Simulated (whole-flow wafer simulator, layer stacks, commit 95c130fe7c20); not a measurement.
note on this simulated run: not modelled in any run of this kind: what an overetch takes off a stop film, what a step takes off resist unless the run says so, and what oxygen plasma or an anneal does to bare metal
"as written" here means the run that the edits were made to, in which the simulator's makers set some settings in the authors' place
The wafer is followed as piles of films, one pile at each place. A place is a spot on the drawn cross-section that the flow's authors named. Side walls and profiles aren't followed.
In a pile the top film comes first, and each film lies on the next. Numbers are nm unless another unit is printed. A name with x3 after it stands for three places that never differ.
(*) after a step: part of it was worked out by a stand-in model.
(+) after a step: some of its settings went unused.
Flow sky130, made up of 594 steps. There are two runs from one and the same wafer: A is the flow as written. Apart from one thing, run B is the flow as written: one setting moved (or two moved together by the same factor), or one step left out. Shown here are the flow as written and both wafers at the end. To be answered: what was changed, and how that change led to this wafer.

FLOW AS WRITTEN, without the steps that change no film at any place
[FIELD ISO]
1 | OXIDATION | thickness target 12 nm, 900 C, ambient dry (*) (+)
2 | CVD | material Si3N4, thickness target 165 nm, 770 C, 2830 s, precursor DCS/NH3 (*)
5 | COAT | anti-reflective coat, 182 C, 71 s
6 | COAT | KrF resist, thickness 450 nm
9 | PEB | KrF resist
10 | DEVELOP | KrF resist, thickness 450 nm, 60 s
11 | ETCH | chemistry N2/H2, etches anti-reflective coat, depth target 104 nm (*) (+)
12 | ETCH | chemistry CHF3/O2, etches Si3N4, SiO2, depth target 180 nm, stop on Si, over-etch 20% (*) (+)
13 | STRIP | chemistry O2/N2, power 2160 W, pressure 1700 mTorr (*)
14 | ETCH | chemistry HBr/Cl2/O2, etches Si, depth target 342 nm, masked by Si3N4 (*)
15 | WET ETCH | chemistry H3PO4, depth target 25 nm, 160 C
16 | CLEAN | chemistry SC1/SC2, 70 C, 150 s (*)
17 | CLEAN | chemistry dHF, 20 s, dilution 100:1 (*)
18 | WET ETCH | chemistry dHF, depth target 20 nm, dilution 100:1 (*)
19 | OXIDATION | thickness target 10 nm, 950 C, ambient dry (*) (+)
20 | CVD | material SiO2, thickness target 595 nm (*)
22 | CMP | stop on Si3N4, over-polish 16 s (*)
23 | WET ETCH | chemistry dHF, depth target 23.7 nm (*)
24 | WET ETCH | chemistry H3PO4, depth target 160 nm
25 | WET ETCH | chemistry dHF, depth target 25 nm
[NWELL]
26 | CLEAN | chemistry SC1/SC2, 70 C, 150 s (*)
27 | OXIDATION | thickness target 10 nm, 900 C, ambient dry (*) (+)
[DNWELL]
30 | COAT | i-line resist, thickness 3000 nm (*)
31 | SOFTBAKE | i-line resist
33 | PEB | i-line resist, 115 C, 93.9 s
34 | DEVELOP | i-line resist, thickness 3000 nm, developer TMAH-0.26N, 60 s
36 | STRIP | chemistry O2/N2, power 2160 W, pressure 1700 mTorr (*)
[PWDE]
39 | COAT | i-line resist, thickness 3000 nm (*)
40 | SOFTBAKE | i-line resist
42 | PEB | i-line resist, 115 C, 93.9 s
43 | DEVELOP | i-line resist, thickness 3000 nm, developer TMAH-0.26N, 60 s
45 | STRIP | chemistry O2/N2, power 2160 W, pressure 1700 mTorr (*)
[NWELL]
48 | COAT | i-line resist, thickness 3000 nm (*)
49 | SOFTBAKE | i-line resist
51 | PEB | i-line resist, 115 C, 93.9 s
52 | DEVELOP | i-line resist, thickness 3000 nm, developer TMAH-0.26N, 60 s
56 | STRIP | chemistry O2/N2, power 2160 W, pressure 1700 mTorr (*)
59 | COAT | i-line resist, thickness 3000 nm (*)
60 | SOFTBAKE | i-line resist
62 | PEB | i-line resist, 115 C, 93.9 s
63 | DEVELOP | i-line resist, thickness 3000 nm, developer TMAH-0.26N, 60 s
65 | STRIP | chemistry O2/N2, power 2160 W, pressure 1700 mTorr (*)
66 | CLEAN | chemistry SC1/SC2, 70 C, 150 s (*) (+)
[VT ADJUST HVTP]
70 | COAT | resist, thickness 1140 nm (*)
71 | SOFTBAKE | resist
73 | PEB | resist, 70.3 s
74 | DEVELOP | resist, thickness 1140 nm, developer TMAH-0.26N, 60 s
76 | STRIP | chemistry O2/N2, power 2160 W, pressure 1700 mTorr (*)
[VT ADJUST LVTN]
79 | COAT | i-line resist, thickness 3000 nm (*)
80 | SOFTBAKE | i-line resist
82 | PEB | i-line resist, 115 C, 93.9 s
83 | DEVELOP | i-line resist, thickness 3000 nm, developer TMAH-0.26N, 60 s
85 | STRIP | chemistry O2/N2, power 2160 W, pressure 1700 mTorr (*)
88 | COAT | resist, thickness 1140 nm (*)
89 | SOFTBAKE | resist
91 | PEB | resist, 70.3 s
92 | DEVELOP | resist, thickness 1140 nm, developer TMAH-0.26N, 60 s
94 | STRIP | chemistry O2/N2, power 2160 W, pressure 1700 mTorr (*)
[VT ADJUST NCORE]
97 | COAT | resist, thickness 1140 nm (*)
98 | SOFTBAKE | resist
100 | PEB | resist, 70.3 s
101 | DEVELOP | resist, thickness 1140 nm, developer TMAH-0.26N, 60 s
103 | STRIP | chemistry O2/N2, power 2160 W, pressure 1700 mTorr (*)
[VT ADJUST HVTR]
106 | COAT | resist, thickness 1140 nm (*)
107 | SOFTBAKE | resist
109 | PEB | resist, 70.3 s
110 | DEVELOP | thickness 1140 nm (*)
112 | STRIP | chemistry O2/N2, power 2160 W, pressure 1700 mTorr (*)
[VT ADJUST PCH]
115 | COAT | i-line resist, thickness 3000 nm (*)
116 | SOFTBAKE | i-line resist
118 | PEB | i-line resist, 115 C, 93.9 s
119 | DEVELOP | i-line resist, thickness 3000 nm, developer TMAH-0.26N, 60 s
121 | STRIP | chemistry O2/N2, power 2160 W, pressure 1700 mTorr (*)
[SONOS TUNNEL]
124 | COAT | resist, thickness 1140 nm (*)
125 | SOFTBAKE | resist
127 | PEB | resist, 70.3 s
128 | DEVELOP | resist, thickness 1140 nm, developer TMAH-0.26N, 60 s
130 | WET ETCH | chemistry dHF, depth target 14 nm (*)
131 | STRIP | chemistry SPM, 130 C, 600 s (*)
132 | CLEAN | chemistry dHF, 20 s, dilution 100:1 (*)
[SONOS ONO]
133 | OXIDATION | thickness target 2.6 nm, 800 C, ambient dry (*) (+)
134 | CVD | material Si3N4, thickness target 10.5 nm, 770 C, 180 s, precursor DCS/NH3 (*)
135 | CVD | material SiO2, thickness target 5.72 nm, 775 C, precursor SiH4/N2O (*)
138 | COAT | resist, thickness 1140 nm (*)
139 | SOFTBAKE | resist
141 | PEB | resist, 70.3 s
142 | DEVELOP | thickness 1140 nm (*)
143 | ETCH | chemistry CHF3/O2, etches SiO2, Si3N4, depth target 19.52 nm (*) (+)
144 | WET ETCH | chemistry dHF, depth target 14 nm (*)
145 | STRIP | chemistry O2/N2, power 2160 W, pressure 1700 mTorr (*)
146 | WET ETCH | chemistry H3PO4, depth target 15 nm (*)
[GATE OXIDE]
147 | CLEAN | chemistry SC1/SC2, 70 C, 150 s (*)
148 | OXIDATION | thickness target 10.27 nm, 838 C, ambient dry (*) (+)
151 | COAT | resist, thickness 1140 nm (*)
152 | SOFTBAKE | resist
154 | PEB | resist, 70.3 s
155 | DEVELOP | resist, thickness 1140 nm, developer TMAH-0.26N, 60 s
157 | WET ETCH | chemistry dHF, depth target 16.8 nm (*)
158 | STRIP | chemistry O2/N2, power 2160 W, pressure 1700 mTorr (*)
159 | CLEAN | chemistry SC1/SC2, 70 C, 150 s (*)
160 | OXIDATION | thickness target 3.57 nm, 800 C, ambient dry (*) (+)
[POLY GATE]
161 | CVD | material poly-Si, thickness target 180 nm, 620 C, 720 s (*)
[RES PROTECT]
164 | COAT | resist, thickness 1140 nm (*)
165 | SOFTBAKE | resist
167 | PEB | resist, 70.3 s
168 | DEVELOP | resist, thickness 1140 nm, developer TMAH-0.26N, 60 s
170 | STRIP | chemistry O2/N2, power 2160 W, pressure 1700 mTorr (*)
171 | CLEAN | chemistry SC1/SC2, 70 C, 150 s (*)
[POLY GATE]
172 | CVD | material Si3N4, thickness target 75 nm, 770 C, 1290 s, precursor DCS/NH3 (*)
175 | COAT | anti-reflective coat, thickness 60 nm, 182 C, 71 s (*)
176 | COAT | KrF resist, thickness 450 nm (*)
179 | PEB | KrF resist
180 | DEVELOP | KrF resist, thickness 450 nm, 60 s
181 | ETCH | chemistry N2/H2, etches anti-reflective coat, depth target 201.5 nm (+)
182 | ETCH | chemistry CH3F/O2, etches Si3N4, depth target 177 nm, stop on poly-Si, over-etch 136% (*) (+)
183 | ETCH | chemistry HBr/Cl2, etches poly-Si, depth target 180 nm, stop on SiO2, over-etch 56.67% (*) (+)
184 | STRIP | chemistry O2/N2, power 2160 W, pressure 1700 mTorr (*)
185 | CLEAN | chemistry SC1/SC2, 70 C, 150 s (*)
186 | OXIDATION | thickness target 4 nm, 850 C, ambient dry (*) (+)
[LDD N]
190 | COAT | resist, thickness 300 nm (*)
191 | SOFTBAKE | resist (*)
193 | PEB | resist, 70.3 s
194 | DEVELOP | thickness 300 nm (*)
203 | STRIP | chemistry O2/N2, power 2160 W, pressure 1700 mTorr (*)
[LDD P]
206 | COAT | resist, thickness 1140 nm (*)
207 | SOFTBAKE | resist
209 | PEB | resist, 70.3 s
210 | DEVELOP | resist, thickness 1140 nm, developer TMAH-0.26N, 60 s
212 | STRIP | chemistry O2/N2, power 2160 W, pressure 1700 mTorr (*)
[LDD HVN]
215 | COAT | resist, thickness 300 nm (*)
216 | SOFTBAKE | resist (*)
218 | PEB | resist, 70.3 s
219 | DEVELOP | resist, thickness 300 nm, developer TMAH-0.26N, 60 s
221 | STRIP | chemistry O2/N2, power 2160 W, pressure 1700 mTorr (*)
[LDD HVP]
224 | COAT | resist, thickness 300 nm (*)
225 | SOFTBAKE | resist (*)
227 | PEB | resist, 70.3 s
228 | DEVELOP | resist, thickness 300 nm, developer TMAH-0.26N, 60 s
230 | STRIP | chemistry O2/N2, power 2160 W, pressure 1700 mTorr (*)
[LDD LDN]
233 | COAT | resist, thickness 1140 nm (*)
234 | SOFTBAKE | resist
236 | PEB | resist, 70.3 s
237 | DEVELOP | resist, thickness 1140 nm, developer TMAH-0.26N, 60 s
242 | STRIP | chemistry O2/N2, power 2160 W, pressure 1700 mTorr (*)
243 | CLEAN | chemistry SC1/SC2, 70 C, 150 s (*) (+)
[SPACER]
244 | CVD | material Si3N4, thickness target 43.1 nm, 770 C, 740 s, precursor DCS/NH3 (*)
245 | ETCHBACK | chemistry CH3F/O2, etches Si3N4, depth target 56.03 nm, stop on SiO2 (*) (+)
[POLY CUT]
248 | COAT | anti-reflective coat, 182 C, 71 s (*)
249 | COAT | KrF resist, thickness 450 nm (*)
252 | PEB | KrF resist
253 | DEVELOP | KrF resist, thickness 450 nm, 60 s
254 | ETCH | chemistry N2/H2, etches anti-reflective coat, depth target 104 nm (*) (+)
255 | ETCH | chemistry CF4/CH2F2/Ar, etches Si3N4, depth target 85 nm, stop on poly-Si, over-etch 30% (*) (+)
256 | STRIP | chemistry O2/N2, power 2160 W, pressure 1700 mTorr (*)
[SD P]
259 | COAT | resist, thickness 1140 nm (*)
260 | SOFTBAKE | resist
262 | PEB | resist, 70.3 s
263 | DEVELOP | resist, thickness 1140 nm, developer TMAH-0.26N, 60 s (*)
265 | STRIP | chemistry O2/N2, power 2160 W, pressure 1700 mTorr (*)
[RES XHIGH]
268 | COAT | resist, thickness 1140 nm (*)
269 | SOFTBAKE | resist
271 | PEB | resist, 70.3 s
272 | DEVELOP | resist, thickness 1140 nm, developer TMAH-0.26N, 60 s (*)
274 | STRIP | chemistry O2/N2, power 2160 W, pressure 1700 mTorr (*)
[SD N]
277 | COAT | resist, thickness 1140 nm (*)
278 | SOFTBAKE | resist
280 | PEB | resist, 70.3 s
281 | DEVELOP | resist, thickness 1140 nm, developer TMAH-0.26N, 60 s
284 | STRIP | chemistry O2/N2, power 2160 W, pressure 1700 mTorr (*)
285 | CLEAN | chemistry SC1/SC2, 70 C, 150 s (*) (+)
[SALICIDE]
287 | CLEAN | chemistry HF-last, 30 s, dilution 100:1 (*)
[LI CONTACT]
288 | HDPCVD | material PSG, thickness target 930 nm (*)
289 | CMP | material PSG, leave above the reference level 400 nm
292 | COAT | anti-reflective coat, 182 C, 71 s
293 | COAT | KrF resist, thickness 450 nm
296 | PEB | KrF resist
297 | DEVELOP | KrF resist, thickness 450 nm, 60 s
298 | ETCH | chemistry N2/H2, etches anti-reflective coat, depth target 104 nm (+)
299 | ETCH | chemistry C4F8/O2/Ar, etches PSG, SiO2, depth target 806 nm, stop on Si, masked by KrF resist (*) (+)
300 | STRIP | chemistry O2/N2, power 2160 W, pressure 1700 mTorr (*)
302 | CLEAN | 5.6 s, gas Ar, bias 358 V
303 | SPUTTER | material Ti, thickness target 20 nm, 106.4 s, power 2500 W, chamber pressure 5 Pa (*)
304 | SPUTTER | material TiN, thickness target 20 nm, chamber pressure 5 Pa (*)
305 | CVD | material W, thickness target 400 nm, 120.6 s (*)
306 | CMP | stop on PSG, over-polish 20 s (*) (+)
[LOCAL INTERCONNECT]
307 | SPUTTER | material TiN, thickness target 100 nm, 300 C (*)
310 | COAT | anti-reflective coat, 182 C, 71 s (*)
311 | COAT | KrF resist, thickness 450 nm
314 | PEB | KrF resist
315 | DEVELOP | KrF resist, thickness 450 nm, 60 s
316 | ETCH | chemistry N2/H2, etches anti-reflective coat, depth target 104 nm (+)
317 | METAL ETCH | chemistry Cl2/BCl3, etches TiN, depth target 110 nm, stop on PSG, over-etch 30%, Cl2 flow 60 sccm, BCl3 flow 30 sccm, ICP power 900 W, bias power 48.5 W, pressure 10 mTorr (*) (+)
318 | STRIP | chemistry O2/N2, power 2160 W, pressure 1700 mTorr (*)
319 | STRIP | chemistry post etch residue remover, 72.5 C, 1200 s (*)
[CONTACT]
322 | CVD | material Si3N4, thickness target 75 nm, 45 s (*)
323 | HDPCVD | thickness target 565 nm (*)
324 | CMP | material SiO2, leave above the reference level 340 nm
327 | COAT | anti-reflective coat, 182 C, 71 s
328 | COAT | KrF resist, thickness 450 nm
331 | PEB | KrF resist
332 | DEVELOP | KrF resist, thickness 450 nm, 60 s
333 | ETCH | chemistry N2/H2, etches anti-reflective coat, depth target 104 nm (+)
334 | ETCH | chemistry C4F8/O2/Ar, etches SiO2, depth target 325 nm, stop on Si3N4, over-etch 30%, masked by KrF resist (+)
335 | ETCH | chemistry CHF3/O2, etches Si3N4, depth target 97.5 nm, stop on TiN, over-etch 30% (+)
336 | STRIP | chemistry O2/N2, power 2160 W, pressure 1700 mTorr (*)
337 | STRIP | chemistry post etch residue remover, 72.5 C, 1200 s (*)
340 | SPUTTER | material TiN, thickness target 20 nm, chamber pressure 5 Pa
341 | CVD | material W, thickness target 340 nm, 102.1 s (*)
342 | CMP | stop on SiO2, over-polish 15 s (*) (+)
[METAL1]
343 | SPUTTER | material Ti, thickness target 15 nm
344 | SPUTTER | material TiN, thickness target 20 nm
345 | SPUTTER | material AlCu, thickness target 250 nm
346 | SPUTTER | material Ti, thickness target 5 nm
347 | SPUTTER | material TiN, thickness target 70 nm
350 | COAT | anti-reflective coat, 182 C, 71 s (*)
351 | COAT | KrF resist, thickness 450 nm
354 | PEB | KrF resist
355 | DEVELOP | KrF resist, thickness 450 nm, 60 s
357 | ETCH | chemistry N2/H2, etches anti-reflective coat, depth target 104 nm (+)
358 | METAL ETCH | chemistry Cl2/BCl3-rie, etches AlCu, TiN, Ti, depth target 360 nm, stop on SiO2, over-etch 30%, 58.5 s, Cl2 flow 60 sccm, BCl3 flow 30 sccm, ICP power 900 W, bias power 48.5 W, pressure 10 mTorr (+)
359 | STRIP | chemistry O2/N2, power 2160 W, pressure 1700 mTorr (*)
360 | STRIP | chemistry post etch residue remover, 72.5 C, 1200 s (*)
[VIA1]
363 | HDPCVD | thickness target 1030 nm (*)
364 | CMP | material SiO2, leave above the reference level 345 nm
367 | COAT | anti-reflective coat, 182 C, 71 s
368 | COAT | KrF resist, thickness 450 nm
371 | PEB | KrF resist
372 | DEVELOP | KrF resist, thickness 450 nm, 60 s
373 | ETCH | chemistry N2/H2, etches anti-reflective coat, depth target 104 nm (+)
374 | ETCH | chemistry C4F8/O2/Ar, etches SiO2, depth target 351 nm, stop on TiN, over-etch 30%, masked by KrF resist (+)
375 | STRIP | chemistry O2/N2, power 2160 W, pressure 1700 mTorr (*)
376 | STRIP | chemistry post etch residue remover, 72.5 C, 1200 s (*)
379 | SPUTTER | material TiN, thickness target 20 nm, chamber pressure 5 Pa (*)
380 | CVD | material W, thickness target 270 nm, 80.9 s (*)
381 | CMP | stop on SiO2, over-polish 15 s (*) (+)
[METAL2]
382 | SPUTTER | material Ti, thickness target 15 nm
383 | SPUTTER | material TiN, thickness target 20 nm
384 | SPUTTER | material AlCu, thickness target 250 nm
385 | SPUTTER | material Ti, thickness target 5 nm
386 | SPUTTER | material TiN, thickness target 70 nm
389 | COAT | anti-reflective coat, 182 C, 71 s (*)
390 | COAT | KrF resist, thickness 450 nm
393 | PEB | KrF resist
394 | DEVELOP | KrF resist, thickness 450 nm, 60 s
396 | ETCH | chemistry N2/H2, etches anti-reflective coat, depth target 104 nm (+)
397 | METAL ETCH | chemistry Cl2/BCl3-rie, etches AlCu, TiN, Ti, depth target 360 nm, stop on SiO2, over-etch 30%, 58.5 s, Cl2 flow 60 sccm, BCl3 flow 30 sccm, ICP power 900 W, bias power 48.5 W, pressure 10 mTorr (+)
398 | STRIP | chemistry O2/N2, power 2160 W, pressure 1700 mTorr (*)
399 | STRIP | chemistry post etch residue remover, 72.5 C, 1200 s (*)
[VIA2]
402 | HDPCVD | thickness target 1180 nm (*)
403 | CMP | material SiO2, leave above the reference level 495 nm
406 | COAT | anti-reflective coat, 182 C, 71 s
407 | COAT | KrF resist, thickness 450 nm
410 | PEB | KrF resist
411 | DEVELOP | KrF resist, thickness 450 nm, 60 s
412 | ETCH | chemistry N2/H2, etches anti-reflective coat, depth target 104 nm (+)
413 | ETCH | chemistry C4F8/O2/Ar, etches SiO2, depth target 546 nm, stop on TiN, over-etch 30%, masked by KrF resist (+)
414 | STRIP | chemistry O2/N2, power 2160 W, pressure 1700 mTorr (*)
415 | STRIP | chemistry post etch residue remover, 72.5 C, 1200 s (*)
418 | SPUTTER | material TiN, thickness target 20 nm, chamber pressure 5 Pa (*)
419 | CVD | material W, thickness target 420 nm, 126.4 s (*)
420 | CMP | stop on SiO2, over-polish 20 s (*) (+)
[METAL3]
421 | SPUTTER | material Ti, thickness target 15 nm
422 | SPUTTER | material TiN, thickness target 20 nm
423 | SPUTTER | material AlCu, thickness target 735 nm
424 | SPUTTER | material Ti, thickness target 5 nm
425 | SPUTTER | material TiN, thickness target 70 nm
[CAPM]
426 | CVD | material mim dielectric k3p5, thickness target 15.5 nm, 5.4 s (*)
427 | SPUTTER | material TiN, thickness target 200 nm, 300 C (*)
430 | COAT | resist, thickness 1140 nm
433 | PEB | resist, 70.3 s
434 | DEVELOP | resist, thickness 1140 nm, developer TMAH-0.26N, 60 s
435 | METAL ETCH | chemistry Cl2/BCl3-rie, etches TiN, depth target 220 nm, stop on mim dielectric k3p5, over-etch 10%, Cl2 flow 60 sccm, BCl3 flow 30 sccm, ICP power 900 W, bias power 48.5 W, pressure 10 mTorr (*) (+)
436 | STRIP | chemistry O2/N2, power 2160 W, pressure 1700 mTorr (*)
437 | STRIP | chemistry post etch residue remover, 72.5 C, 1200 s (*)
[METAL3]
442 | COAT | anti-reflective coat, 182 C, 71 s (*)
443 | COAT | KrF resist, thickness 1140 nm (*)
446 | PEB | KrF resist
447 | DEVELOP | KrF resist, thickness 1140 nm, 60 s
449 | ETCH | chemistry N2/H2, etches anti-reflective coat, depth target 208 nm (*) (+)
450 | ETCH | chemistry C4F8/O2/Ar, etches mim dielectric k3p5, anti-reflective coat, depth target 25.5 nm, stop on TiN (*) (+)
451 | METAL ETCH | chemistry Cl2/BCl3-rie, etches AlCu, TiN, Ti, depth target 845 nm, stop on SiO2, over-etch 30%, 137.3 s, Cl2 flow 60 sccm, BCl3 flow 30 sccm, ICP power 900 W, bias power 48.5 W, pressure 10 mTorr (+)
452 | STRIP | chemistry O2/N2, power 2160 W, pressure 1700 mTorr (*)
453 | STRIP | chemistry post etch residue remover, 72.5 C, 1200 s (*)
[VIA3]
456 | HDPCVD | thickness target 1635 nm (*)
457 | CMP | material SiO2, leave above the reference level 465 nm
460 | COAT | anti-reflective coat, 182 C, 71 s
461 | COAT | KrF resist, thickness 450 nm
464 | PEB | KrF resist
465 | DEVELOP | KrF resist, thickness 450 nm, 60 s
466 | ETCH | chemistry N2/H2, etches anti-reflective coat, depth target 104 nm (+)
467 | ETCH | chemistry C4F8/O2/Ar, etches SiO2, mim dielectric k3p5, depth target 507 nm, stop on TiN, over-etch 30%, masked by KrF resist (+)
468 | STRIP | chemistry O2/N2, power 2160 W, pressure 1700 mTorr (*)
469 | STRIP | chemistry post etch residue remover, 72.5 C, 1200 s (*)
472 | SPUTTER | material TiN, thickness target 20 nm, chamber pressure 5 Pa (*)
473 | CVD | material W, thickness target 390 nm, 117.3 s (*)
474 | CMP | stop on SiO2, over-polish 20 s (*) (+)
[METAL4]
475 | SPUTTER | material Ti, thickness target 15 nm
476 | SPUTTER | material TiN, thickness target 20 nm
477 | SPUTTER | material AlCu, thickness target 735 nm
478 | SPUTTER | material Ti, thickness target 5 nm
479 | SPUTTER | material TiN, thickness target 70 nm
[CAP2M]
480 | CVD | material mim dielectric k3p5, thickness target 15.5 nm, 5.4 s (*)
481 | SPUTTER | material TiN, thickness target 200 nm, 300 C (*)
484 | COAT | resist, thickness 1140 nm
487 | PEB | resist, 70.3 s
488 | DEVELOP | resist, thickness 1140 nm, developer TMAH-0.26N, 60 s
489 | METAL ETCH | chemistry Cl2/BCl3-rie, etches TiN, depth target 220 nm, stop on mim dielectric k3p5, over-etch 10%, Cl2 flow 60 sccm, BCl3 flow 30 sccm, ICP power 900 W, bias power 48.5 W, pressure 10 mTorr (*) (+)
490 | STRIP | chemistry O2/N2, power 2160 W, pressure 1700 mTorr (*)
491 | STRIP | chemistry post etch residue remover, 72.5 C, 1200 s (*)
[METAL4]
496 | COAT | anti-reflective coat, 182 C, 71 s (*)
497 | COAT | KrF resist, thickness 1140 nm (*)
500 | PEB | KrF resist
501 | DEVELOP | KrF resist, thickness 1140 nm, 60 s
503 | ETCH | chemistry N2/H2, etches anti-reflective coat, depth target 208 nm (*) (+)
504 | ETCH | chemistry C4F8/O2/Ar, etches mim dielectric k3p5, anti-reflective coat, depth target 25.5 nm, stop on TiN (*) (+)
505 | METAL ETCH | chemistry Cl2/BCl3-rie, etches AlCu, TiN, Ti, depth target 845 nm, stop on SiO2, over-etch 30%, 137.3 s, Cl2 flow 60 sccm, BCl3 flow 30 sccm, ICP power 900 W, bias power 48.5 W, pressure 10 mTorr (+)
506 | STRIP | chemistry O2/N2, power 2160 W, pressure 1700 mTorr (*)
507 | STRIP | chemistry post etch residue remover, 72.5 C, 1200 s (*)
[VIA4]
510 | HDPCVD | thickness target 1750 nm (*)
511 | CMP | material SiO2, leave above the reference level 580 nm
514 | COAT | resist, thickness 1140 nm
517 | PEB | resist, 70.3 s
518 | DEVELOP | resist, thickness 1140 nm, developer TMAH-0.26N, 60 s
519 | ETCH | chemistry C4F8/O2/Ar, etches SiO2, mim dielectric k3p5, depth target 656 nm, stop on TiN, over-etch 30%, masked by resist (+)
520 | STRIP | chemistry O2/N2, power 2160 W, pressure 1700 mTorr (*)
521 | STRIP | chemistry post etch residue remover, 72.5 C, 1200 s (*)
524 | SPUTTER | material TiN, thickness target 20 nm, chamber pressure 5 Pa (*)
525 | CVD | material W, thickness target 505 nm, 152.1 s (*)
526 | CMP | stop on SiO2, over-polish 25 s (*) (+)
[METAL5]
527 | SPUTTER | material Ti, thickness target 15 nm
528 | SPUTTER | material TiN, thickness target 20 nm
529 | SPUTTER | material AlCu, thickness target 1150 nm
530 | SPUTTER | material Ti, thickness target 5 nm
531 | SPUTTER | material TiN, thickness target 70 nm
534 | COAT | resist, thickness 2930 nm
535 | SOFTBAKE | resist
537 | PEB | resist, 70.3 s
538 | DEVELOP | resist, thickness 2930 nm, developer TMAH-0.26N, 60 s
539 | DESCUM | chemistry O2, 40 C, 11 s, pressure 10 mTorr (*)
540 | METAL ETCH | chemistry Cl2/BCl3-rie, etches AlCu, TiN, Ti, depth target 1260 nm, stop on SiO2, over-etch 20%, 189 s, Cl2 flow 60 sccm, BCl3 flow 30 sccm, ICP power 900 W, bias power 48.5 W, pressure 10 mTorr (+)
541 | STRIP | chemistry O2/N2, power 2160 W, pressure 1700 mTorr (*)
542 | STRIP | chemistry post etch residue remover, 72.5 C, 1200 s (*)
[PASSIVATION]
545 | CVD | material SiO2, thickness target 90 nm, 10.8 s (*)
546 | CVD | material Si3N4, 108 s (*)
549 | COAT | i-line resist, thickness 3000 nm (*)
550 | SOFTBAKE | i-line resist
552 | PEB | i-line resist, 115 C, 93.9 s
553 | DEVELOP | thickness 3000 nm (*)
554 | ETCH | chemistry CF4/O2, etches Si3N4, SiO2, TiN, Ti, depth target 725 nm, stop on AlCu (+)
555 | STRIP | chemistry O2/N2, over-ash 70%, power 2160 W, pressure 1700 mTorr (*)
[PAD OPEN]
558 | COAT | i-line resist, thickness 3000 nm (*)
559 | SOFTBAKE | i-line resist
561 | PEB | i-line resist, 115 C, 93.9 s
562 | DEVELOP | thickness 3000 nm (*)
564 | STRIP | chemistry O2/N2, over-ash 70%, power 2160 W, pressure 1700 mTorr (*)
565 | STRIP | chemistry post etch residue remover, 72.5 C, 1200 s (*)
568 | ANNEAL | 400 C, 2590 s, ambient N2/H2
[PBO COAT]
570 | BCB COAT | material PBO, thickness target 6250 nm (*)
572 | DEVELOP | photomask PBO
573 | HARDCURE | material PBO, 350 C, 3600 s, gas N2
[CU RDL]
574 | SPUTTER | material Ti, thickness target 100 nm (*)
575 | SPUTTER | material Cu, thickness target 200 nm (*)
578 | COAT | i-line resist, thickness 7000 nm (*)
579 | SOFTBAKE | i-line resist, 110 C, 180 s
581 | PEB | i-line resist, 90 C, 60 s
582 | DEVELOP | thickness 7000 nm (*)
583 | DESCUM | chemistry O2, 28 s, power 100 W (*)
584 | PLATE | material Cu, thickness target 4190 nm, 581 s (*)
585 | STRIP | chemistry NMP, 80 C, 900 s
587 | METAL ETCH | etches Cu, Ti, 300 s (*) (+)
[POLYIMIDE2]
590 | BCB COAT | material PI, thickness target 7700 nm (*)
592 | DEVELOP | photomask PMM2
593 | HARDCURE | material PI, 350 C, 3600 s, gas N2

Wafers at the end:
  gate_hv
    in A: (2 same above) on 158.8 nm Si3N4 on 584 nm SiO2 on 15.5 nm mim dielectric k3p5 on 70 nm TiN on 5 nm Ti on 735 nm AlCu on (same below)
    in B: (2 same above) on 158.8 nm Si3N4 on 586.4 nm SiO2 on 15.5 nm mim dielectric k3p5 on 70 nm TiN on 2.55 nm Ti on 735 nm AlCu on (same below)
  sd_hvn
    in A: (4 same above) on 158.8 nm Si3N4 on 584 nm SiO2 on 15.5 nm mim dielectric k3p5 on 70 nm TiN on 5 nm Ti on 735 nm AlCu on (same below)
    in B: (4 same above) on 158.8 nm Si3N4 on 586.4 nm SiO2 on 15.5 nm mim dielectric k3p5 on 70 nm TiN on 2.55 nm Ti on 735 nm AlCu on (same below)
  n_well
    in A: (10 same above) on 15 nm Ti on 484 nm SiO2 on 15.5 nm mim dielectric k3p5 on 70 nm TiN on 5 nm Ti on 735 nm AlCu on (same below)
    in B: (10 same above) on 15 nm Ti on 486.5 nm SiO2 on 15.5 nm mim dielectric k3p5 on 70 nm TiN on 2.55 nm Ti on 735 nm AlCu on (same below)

Cause: step 478, SPUTTER: thickness target 2.55 nm was run, though the flow has thickness target 5 nm.
The wafer itself shows it: gate_hv has Ti 2.55, and step 478 as written asks for 5 nm.

Step by step, how the change led to this:
  478 | SPUTTER | material Ti, thickness target 5 nm
      field, active, n_well and 189 more: A Ti gains 5 (new film) | B Ti gains 2.55 (new film)
  505 | METAL ETCH | chemistry Cl2/BCl3-rie, etches AlCu, TiN, Ti, depth target 845 nm, stop on SiO2, over-etch 30%, 137.3 s, Cl2 flow 60 sccm, BCl3 flow 30 sccm, ICP power 900 W, bias power 48.5 W, pressure 10 mTorr (+)
      field, gate, spacer and 68 more: A TiN loses 70 (all of it), Ti loses 5 (all of it), AlCu loses 735 (all of it), TiN loses 20 (all of it), Ti loses 15 (all of it), SiO2 loses 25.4 | B TiN loses 70 (all of it), Ti loses 2.55 (all of it), AlCu loses 735 (all of it), TiN loses 20 (all of it), Ti loses 15 (all of it), SiO2 loses 25.6
      active, vpp_iso1, mim_edge_plate and 14 more: A TiN loses 70 (all of it), Ti loses 5 (all of it), AlCu loses 735 (all of it), TiN loses 20 (all of it), Ti loses 15 (all of it), SiO2 loses 25.3 | B TiN loses 70 (all of it), Ti loses 2.55 (all of it), AlCu loses 735 (all of it), TiN loses 20 (all of it), Ti loses 15 (all of it), SiO2 loses 25.6
